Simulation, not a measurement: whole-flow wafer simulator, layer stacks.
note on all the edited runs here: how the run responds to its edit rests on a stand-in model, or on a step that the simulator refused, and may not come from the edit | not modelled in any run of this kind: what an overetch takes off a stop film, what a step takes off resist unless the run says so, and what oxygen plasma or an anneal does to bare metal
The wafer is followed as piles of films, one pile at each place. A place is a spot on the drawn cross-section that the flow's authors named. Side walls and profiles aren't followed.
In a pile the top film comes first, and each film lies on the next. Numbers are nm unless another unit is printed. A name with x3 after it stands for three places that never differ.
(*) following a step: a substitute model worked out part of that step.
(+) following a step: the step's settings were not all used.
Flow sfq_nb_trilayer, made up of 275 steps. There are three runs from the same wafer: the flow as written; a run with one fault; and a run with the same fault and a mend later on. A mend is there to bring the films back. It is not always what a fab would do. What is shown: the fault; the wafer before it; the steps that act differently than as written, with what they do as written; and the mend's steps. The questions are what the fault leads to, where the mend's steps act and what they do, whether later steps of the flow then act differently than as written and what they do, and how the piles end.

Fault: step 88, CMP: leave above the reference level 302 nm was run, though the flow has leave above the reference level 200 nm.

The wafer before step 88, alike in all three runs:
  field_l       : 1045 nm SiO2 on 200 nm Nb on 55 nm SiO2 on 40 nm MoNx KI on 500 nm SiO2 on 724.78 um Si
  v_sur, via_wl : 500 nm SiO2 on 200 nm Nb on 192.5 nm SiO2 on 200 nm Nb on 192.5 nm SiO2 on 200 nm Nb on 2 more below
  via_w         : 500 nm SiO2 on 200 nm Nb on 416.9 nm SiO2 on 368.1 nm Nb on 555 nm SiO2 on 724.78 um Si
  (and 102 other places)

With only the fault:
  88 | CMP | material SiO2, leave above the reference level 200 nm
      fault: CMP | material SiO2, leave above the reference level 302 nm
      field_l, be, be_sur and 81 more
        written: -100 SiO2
        fault: nothing
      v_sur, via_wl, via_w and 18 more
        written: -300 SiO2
        fault: -198 SiO2
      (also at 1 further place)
  Later steps of the flow acting differently than as written (8 more steps, not shown, differ only slightly: by at most 2% or 0.5 nm, whichever is larger):
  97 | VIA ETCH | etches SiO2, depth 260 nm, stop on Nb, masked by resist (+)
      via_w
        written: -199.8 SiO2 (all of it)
        fault: -260 SiO2
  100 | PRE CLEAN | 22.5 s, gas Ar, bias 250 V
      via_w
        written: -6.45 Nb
        fault: -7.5 SiO2
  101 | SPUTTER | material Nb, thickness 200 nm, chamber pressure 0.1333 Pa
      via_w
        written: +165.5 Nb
        fault: +152.6 Nb (new film)
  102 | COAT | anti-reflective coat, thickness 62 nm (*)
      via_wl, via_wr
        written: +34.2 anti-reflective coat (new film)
        fault: +22.9 anti-reflective coat (new film)
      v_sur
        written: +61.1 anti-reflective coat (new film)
        fault: +55.4 anti-reflective coat (new film)
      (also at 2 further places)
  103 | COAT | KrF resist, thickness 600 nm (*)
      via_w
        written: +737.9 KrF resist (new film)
        fault: +793.5 KrF resist (new film)
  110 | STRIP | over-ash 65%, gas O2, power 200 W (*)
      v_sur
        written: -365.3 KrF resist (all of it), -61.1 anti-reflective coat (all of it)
        fault: -361.5 KrF resist (all of it), -55.4 anti-reflective coat (all of it)
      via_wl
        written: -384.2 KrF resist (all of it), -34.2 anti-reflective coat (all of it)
        fault: -382.9 KrF resist (all of it), -22.9 anti-reflective coat (all of it)
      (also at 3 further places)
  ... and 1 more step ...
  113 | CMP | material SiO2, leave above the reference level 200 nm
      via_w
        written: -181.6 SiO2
        fault: -157.1 SiO2
  The piles end different from the flow's at field_l, v_sur, via_wl and 103 more by more than 2% or 0.5 nm, whichever is larger.
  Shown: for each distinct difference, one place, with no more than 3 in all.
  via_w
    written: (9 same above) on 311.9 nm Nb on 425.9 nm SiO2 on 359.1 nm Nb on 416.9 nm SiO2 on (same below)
    fault: (9 same above) on 311.9 nm Nb on 500.1 nm SiO2 on 152.6 nm Nb on 34.3 nm SiO2 on 200 nm Nb on 416.9 nm SiO2 on (same below)
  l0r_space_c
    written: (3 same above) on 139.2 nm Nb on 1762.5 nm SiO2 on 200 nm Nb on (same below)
    fault: (3 same above) on 139.2 nm Nb on 1864.5 nm SiO2 on 200 nm Nb on (same below)
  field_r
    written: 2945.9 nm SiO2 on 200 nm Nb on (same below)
    fault: 3047.9 nm SiO2 on 200 nm Nb on (same below)

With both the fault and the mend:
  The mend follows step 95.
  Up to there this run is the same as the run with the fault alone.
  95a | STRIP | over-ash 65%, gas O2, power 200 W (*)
      ce_l, c5j, ce_r and 27 more
        -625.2 KrF resist (all of it), -62 anti-reflective coat (all of it)
      m0r_line_l, m0r_line_r, r5r_space_c, r5r_line_r, m6r_line_l, m6r_line_r, m7r_line_l, m7r_line_r
        -625.4 KrF resist (all of it), -62.1 anti-reflective coat (all of it)
      wl_j_sr, wl_a_sl, wl_a_m6, wl_a_sr, wl_b_sl, wl_b_m5, wl_b_sr
        -624.9 KrF resist (all of it), -61.9 anti-reflective coat (all of it)
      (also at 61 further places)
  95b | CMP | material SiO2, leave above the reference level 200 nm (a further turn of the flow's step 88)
      field_l, be, be_sur and 81 more
        -100 SiO2
      v_sur, via_wl, via_w and 19 more
        -102 SiO2
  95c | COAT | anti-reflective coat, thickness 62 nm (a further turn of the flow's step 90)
      field_l, v_sur, via_wl and 103 more
        +62 anti-reflective coat (new film)
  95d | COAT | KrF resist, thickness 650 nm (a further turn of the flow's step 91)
      field_l, v_sur, via_wl and 103 more
        +650 KrF resist (new film)
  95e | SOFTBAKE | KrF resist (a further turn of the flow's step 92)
      leaves every film unchanged at each place that is followed
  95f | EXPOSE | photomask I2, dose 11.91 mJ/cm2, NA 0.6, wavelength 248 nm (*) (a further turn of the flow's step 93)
      leaves every film unchanged at each place that is followed
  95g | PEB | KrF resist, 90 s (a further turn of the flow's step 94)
      field_l, v_sur, via_wl and 103 more
        -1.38 KrF resist
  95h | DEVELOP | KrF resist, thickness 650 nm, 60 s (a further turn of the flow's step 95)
      field_l, v_sur, via_wl and 102 more
        -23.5 KrF resist
      via_w
        -648.6 KrF resist (all of it)
  Later steps of the flow that are run all act as written at every place that is followed.
  At every place that both follow, the piles at the end match the flow's.
